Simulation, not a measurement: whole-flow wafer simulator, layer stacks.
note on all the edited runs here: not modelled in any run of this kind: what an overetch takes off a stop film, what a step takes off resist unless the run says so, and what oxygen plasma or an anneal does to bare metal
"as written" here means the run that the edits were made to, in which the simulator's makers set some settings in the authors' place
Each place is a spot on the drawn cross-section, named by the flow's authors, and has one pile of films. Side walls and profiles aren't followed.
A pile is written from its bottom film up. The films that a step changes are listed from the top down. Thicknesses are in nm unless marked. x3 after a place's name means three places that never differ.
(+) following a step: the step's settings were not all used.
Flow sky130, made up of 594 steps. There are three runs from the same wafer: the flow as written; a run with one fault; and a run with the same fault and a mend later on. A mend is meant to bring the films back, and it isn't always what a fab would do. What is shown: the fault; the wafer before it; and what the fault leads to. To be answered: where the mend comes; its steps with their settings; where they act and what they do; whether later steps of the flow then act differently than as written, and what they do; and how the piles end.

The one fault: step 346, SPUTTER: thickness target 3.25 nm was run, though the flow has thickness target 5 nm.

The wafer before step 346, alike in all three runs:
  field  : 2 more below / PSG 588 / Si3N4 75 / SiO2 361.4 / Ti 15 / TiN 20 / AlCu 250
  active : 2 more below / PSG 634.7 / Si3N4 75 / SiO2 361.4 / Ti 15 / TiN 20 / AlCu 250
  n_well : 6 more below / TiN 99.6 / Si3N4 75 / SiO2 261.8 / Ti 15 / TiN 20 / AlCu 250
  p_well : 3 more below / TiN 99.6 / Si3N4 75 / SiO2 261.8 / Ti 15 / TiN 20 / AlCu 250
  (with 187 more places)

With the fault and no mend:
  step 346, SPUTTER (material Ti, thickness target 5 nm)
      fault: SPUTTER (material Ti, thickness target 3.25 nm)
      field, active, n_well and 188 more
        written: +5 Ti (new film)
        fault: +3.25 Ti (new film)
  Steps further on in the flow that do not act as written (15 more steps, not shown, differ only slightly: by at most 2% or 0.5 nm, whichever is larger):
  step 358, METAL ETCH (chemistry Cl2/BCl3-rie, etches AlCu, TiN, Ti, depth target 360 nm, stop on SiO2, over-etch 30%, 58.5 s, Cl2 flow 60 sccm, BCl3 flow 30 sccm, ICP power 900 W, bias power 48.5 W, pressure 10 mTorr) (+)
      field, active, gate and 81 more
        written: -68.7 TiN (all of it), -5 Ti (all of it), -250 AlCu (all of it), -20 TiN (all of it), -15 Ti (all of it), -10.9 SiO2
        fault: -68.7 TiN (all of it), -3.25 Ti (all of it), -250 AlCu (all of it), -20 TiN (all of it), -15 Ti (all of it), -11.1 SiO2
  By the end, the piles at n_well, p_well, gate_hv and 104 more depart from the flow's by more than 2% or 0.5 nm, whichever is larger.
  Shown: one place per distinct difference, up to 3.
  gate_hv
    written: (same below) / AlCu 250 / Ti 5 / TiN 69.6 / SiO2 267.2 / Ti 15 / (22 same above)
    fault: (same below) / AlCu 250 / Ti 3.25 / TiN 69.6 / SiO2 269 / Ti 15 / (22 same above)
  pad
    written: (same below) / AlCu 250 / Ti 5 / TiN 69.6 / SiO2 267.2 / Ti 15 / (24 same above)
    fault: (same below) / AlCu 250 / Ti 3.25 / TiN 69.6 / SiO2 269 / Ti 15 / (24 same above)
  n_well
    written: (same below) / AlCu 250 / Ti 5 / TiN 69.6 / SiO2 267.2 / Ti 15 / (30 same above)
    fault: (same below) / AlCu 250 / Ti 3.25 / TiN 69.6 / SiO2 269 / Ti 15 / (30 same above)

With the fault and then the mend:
  The mend follows step 346.
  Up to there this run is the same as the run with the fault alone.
  step 346a, SPUTTER (material Ti, thickness target 1.75 nm) (a further turn of the flow's step 346, with different settings)
      field, active, n_well and 188 more
        +1.75 Ti
  Every later step of the flow that is run acts as written at every place that is followed.
  By the end, the piles equal the flow's at every place that both follow.
